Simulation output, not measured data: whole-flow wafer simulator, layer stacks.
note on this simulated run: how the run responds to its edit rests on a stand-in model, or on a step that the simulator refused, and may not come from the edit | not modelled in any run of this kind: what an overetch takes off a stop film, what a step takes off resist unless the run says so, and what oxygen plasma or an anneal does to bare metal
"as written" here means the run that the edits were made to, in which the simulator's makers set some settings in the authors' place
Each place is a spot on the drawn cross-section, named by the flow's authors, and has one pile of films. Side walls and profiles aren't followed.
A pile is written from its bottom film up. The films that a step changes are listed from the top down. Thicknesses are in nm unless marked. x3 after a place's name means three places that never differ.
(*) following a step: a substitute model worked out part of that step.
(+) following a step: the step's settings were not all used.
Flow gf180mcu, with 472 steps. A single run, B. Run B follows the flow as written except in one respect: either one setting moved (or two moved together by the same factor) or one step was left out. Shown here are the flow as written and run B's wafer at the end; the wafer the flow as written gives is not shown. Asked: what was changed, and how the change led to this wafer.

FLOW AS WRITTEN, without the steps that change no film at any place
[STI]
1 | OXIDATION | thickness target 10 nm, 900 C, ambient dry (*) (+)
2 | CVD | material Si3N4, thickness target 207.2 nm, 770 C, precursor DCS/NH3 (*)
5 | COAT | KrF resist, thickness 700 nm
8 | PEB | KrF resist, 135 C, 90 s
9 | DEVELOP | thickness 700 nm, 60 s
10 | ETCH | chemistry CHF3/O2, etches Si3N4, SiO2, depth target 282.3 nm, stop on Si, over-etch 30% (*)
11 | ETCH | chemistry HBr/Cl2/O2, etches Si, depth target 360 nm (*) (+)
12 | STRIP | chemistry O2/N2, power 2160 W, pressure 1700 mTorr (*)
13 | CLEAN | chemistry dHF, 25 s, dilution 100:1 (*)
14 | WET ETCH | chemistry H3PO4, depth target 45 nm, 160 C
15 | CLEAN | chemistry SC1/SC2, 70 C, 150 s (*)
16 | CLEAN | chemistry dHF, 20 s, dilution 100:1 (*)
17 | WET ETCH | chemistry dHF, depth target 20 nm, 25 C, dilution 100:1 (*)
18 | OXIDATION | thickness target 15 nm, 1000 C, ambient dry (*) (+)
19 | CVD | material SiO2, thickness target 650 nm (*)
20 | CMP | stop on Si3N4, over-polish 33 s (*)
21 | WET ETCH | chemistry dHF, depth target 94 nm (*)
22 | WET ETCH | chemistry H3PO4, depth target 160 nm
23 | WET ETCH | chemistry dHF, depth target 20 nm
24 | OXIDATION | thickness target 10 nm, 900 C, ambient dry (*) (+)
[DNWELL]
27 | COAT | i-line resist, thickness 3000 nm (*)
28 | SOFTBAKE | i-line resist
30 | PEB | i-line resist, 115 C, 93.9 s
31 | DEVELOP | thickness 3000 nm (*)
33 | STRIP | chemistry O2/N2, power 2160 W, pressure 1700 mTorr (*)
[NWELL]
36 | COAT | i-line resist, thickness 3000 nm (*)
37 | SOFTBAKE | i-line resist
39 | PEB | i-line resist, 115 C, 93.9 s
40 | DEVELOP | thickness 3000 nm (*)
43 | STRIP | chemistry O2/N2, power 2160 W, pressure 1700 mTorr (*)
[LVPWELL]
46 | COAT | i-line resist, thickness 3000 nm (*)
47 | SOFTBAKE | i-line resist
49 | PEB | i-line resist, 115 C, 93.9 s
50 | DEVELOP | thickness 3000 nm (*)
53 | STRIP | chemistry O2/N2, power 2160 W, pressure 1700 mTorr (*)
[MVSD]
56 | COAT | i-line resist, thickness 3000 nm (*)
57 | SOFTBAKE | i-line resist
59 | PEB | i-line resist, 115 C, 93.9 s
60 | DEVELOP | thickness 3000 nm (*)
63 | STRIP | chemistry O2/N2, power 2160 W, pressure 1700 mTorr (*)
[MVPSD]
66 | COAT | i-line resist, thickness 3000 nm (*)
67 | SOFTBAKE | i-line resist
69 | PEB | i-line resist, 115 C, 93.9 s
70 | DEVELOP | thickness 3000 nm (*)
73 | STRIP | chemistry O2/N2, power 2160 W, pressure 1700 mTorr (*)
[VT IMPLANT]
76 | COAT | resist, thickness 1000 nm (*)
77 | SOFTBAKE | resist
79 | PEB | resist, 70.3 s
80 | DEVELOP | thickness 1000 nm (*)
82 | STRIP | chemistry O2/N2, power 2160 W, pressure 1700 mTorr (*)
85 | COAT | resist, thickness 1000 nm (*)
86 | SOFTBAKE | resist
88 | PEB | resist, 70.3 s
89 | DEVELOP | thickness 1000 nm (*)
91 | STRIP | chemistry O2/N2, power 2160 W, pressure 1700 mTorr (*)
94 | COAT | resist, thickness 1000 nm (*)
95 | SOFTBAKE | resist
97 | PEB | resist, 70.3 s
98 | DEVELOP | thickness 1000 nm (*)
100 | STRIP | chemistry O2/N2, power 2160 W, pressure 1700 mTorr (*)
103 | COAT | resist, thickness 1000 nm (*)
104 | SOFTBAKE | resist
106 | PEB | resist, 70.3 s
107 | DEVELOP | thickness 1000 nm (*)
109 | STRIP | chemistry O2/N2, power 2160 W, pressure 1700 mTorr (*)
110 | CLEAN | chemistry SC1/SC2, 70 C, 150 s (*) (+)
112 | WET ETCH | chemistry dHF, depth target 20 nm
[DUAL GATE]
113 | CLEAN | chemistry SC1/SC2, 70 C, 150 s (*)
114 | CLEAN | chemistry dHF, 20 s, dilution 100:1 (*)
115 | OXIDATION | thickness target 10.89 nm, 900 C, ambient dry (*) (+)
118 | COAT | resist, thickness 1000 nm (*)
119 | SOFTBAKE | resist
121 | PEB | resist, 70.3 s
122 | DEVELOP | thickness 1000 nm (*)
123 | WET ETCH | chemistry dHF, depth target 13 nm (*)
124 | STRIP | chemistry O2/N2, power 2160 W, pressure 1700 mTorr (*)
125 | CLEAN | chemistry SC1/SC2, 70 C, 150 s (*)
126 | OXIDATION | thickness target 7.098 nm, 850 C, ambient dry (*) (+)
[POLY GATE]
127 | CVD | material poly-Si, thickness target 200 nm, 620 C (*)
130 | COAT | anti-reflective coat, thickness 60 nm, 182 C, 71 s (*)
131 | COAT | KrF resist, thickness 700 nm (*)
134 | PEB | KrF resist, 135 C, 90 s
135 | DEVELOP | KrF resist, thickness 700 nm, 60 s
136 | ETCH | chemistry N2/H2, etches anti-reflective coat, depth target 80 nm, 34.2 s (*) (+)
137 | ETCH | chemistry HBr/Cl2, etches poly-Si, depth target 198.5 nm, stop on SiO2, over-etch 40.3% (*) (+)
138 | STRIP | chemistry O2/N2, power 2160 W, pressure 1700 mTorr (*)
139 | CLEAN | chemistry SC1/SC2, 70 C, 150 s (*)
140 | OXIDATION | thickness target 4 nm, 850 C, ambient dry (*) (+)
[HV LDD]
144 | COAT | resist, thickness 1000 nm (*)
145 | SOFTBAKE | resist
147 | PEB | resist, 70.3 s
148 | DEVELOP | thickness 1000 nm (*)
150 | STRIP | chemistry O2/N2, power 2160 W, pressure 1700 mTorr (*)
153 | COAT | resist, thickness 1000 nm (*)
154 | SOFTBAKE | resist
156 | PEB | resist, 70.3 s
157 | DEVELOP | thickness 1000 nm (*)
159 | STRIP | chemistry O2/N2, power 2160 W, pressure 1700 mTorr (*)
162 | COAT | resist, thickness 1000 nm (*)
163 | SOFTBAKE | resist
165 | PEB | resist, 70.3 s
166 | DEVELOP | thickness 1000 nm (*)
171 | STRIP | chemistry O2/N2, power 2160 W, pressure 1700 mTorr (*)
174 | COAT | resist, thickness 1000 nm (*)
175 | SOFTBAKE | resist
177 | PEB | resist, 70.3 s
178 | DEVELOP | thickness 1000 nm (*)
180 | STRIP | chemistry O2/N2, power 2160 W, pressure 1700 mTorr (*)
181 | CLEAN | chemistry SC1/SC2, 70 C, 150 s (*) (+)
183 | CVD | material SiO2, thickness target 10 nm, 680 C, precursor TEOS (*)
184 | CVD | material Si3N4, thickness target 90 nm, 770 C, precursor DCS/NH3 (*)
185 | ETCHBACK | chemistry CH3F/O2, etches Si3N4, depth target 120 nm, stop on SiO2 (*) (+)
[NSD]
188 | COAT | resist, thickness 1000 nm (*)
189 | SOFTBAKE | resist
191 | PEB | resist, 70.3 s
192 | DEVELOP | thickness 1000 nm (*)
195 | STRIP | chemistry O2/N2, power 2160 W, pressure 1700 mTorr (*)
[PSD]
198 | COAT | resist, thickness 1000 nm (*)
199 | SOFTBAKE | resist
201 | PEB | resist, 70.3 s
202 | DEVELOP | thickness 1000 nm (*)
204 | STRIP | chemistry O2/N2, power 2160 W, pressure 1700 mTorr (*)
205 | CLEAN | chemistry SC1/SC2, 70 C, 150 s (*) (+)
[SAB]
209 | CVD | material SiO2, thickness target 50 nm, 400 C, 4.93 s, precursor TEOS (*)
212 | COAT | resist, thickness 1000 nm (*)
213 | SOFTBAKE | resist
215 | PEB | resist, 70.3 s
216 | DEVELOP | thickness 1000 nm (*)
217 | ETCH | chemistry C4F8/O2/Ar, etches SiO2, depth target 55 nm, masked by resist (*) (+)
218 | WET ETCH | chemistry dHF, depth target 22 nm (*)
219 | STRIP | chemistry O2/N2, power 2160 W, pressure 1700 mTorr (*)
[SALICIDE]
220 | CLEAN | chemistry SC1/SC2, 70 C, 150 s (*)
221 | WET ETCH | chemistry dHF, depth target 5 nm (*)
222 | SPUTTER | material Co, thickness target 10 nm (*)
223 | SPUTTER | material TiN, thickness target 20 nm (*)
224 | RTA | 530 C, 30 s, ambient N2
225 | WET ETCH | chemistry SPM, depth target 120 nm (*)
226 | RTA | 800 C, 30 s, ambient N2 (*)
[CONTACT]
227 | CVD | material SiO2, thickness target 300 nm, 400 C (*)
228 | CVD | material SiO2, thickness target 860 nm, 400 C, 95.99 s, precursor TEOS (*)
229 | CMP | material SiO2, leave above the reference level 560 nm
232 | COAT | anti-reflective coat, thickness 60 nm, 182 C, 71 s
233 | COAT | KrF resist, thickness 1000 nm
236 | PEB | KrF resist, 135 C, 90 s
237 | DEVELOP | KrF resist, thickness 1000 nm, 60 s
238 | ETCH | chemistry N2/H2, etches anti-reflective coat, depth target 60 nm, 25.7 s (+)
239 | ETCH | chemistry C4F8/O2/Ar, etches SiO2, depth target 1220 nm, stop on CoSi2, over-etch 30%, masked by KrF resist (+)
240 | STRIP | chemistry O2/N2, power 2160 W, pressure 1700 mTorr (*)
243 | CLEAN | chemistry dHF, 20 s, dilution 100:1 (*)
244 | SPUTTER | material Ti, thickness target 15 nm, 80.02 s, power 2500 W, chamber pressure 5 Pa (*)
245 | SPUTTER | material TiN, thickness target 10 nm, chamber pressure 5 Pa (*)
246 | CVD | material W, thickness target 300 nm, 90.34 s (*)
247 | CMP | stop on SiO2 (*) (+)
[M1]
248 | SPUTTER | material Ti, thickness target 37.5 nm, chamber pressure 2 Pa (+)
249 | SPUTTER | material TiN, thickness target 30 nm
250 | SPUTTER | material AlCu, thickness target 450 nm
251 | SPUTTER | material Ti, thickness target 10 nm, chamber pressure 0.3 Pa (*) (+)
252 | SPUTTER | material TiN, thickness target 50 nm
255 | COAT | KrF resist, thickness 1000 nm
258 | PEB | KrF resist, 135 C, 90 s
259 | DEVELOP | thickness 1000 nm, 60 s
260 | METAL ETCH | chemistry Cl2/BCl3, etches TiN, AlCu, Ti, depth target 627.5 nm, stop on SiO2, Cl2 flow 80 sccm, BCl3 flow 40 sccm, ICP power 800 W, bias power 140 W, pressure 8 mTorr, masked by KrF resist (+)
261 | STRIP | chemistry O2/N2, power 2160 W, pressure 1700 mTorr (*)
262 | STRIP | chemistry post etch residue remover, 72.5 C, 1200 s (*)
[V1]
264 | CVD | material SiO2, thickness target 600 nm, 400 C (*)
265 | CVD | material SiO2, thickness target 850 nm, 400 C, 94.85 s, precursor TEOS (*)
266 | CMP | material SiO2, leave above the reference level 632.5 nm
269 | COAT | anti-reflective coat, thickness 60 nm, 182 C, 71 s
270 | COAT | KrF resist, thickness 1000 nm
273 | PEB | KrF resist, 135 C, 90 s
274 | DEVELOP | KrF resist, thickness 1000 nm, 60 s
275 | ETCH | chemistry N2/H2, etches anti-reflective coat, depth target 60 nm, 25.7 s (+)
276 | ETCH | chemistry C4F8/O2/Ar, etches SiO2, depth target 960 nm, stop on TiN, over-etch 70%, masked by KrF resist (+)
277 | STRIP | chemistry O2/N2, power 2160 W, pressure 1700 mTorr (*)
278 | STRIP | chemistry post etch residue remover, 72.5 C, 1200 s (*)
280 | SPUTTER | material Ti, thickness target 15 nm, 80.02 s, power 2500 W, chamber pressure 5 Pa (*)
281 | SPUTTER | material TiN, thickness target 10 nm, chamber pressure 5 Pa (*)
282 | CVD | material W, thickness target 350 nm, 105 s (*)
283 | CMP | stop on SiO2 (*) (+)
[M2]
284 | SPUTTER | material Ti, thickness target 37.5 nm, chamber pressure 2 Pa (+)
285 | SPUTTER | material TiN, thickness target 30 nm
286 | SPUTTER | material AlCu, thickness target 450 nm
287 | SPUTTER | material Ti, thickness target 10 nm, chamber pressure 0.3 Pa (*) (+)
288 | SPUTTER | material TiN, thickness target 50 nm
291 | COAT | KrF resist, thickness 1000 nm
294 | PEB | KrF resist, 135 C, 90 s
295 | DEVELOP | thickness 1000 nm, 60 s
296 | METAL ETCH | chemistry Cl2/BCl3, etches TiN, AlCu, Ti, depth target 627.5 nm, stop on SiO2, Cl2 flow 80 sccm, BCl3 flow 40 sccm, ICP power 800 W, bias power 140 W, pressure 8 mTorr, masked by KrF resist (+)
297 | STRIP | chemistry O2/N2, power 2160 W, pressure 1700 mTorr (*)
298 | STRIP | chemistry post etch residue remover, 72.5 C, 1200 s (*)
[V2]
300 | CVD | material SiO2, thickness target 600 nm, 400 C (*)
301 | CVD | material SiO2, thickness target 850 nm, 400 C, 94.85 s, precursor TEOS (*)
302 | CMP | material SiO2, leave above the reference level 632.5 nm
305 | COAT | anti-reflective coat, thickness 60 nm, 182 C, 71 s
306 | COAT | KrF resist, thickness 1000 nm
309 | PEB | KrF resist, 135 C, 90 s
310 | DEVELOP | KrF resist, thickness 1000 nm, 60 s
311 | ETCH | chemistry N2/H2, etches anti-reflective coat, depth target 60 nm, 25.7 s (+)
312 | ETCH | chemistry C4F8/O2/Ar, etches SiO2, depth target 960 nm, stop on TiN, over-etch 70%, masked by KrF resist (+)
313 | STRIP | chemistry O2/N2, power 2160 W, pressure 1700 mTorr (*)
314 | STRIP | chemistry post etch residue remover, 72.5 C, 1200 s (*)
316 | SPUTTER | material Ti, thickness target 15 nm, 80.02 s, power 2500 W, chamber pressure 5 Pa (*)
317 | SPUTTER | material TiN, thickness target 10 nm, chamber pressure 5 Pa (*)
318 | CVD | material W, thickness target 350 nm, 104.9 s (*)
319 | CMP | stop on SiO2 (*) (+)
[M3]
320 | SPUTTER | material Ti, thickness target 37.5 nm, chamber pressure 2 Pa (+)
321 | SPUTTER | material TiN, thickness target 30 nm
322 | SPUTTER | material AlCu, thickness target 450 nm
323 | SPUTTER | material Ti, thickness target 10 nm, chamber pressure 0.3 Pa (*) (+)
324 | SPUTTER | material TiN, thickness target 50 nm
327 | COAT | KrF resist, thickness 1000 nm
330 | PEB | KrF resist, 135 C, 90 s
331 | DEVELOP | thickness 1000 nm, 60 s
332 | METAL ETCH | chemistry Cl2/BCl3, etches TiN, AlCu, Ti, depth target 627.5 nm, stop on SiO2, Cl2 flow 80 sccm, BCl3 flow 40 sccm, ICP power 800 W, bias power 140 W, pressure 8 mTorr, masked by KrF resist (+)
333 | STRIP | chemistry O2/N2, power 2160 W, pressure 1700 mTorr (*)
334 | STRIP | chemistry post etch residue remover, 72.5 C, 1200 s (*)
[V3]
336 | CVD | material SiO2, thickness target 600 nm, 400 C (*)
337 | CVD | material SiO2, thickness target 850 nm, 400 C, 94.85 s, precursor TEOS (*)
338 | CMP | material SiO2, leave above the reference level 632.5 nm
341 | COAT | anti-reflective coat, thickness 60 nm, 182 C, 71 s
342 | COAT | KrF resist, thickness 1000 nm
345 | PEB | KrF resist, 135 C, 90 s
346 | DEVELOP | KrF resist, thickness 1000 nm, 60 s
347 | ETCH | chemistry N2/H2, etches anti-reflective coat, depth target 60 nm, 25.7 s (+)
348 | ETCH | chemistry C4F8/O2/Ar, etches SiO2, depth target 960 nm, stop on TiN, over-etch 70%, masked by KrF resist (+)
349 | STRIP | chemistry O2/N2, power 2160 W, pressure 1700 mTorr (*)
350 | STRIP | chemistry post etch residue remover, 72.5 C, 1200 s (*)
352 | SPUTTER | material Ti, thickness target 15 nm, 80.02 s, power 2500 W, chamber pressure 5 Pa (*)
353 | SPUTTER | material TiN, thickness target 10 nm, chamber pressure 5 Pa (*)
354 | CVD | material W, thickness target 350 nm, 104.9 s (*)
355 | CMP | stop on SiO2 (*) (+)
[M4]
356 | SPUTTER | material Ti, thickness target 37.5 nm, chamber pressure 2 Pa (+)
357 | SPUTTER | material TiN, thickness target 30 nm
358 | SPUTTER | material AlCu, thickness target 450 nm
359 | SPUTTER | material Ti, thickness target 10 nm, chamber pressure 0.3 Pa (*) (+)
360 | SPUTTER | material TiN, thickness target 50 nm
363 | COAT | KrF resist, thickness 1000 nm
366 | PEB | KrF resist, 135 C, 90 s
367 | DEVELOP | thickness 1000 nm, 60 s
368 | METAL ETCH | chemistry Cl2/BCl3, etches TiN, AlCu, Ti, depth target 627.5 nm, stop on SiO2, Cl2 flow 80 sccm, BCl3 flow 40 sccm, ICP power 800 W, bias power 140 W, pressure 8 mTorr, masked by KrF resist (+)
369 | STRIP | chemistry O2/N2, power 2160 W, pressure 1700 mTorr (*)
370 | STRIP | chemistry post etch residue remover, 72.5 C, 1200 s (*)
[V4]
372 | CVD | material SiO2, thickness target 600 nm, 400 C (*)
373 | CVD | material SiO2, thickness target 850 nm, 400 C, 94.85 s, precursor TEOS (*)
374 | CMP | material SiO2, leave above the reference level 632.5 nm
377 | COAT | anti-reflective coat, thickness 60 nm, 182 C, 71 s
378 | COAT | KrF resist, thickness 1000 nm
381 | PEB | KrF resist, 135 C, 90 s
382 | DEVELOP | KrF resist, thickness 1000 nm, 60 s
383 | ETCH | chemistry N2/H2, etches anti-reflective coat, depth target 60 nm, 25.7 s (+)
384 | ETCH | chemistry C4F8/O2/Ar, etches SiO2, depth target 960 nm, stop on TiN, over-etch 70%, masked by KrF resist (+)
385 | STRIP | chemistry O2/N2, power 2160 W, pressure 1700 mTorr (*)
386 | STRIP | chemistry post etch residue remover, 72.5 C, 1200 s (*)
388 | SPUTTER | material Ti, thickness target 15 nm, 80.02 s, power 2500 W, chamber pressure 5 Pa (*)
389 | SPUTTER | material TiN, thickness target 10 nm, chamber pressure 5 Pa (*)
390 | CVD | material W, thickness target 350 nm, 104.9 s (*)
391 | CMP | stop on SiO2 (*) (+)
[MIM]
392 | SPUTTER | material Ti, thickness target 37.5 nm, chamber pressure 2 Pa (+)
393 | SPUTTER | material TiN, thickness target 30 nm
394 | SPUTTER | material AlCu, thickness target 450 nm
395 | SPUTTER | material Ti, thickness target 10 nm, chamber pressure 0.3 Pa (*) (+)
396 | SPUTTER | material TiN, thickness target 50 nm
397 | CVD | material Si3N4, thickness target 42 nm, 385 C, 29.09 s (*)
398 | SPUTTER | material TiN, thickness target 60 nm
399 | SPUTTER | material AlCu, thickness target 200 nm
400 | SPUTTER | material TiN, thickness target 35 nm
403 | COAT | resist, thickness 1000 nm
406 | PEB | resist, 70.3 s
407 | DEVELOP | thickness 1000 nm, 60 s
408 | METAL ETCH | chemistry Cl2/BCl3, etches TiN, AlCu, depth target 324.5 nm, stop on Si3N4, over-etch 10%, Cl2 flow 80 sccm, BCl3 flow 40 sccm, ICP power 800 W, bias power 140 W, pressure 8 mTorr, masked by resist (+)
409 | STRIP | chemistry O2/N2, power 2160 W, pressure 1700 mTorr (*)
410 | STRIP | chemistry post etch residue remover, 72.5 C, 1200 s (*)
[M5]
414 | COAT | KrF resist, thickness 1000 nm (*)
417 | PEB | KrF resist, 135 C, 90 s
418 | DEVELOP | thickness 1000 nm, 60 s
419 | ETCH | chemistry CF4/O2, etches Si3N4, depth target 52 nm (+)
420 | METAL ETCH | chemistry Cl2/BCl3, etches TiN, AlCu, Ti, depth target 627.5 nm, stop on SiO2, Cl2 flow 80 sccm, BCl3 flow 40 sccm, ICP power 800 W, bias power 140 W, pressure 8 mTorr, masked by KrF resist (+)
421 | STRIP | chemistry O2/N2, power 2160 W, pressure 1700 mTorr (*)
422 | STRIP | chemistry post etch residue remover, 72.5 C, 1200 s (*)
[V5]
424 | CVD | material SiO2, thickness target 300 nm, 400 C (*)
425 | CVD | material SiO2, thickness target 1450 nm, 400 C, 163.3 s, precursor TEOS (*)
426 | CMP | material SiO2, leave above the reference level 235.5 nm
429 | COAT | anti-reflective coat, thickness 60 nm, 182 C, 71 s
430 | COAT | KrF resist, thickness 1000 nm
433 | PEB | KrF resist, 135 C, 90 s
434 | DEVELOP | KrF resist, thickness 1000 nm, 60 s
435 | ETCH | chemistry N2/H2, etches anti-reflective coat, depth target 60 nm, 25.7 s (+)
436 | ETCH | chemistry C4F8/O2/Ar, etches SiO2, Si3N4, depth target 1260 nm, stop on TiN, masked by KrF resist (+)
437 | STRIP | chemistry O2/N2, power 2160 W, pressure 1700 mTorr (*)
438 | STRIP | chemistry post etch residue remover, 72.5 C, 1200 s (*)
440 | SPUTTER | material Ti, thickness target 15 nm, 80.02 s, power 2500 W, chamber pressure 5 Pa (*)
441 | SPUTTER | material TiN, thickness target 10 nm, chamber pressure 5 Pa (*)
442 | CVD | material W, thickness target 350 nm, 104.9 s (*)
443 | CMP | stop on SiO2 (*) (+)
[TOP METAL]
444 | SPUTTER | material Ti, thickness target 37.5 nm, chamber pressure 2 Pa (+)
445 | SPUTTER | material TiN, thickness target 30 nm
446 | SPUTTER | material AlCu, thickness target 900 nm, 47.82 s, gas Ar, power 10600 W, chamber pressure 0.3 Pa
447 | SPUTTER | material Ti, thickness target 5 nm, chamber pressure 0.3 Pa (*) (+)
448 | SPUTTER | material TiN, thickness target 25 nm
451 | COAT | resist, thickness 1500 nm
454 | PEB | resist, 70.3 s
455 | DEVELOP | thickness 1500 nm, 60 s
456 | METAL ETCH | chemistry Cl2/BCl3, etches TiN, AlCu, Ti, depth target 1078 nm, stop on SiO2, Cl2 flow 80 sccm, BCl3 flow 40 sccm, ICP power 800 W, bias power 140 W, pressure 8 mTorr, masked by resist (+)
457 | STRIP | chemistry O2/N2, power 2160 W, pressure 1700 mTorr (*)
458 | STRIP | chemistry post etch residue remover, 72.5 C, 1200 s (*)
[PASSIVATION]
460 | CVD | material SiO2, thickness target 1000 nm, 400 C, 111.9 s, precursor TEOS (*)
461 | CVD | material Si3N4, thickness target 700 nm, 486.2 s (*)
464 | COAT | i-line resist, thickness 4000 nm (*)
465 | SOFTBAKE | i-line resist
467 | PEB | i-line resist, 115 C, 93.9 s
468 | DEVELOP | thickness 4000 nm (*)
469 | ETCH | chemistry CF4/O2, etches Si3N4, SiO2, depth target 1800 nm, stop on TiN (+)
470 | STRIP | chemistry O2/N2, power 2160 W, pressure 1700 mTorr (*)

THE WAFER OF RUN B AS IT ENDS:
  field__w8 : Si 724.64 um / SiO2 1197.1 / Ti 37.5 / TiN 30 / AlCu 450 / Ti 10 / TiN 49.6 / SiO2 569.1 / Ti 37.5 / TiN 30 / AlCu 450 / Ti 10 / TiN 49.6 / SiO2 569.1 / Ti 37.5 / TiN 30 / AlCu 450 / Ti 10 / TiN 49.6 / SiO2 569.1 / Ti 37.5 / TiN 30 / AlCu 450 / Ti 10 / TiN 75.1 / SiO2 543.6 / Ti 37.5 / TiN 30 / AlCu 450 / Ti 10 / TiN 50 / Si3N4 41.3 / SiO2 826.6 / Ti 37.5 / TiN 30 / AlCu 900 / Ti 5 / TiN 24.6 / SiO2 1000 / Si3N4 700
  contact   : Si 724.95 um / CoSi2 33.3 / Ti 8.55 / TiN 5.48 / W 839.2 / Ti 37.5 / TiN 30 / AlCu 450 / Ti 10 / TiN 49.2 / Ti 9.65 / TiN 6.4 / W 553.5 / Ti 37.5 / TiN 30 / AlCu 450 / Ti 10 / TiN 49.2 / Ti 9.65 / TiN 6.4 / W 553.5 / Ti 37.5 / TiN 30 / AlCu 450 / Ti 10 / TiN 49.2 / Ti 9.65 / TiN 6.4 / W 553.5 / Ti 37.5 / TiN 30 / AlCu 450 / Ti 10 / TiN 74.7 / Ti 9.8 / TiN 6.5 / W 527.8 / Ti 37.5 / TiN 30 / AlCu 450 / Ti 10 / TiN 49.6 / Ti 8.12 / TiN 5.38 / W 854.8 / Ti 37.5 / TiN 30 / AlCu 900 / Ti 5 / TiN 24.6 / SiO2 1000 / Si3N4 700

The reason: step 360, SPUTTER: thickness target 75.5 nm was run, while the flow as written has thickness target 50 nm.

The path from the change to this, step by step:
  360 | SPUTTER | material TiN, thickness target 50 nm
      field, field__w1, field__w2 and 108 more: TiN gains 75.5 (new film) (in the flow as written it would be: TiN gains 50 (new film))
  368 | METAL ETCH | chemistry Cl2/BCl3, etches TiN, AlCu, Ti, depth target 627.5 nm, stop on SiO2, Cl2 flow 80 sccm, BCl3 flow 40 sccm, ICP power 800 W, bias power 140 W, pressure 8 mTorr, masked by KrF resist (+)
      field, field__w1, field__w2 and 103 more: TiN loses 75.5 (all of it), Ti loses 10 (all of it), AlCu loses 450 (all of it), TiN loses 30 (all of it), Ti loses 37.5 (all of it) (in the flow as written it would be: TiN loses 50 (all of it), Ti loses 10 (all of it), AlCu loses 450 (all of it), TiN loses 30 (all of it), Ti loses 37.5 (all of it))
  374 | CMP | material SiO2, leave above the reference level 632.5 nm
      field__w8, contact, m1, m1__w1, m1_nw: SiO2 loses 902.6 (in the flow as written it would be: SiO2 loses 877.1)
  384 | ETCH | chemistry C4F8/O2/Ar, etches SiO2, depth target 960 nm, stop on TiN, over-etch 70%, masked by KrF resist (+)
      field, field__w1, field__w2 and 107 more: KrF resist loses 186 (in the flow as written it would be: KrF resist loses 192)
      contact: SiO2 loses 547 (all of it) (in the flow as written it would be: SiO2 loses 572.5 (all of it))
  390 | CVD | material W, thickness target 350 nm, 104.9 s (*)
      contact: W gains 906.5 (new film) (in the flow as written it would be: W gains 932.3 (new film))
